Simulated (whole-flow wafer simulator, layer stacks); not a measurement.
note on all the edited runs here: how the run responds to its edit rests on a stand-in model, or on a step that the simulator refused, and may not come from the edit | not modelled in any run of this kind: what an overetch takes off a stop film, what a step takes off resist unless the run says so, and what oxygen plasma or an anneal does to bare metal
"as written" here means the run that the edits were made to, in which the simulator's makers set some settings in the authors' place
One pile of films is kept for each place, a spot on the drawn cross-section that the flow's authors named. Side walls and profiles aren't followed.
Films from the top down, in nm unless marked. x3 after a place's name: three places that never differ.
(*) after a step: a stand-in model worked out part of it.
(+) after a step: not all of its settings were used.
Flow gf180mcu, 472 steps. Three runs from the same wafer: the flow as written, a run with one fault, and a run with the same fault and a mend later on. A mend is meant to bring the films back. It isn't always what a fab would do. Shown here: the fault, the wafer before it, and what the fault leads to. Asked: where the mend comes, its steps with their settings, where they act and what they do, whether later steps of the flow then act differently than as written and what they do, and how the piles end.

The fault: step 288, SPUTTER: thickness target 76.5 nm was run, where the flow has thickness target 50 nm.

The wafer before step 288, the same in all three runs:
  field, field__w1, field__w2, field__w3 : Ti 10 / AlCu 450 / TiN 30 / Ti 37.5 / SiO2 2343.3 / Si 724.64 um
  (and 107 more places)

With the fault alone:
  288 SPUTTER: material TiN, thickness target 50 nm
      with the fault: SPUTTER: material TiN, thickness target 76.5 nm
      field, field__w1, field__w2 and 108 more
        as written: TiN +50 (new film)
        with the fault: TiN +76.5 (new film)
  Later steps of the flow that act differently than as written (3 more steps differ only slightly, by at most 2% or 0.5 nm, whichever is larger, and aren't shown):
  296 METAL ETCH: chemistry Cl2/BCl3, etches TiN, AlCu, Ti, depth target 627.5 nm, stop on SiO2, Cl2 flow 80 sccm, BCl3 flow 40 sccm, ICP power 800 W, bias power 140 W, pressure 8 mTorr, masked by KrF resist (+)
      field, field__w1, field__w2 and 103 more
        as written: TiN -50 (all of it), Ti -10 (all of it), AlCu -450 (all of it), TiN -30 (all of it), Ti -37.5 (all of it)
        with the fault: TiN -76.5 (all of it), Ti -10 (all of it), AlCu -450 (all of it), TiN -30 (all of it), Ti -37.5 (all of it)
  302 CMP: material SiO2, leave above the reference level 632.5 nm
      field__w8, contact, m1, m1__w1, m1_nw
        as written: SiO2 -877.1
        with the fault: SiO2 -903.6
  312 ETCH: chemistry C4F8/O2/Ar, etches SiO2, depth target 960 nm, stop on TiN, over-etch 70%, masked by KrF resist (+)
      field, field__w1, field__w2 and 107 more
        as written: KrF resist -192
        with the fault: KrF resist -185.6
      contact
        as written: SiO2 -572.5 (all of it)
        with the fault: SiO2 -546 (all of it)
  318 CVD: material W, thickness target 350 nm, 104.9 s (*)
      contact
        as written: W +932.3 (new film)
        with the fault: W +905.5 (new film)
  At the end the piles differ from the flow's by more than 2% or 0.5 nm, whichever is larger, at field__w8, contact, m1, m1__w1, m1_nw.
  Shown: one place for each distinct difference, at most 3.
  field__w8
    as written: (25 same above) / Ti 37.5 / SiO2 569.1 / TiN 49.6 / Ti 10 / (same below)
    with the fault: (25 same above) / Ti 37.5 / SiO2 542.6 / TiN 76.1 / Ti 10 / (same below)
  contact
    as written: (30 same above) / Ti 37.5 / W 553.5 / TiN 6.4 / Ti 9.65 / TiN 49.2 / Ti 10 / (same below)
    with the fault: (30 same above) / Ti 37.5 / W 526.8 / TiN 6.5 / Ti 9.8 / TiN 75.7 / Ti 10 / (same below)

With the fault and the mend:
  The mend comes after step 295.
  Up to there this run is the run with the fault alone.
  295a STRIP: chemistry O2/N2, power 2160 W, pressure 1700 mTorr (*)
      field__w8, contact, m1, m1__w1, m1_nw
        KrF resist -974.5 (all of it)
  295b METAL ETCH: chemistry Cl2/BCl3, etches TiN, AlCu, Ti, depth target 26.5 nm, Cl2 flow 80 sccm, BCl3 flow 40 sccm, ICP power 800 W, bias power 140 W, pressure 8 mTorr (the flow's step 260 once more, with other settings)
      field, field__w1, field__w2 and 108 more
        TiN -26.5
  295c HMDS: 120 C, 60 s (the flow's step 290 once more)
      changes no film at any place that is followed
  295d COAT: KrF resist, thickness 1000 nm (the flow's step 291 once more)
      field, field__w1, field__w2 and 108 more
        KrF resist +1000 (new film)
  295e SOFTBAKE: KrF resist (the flow's step 292 once more)
      changes no film at any place that is followed
  295f EXPOSE: photomask Metal2 (the flow's step 293 once more)
      changes no film at any place that is followed
  295g PEB: KrF resist, 135 C, 90 s (the flow's step 294 once more)
      field, field__w1, field__w2 and 108 more
        KrF resist -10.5
  295h DEVELOP: thickness 1000 nm, 60 s (the flow's step 295 once more)
      field, field__w1, field__w2 and 103 more
        KrF resist -989.5 (all of it)
      field__w8, contact, m1, m1__w1, m1_nw
        KrF resist -14.9
  No later step of the flow acts differently than as written at any place that is followed.
  At the end the piles are the same as the flow's at every place that both follow.
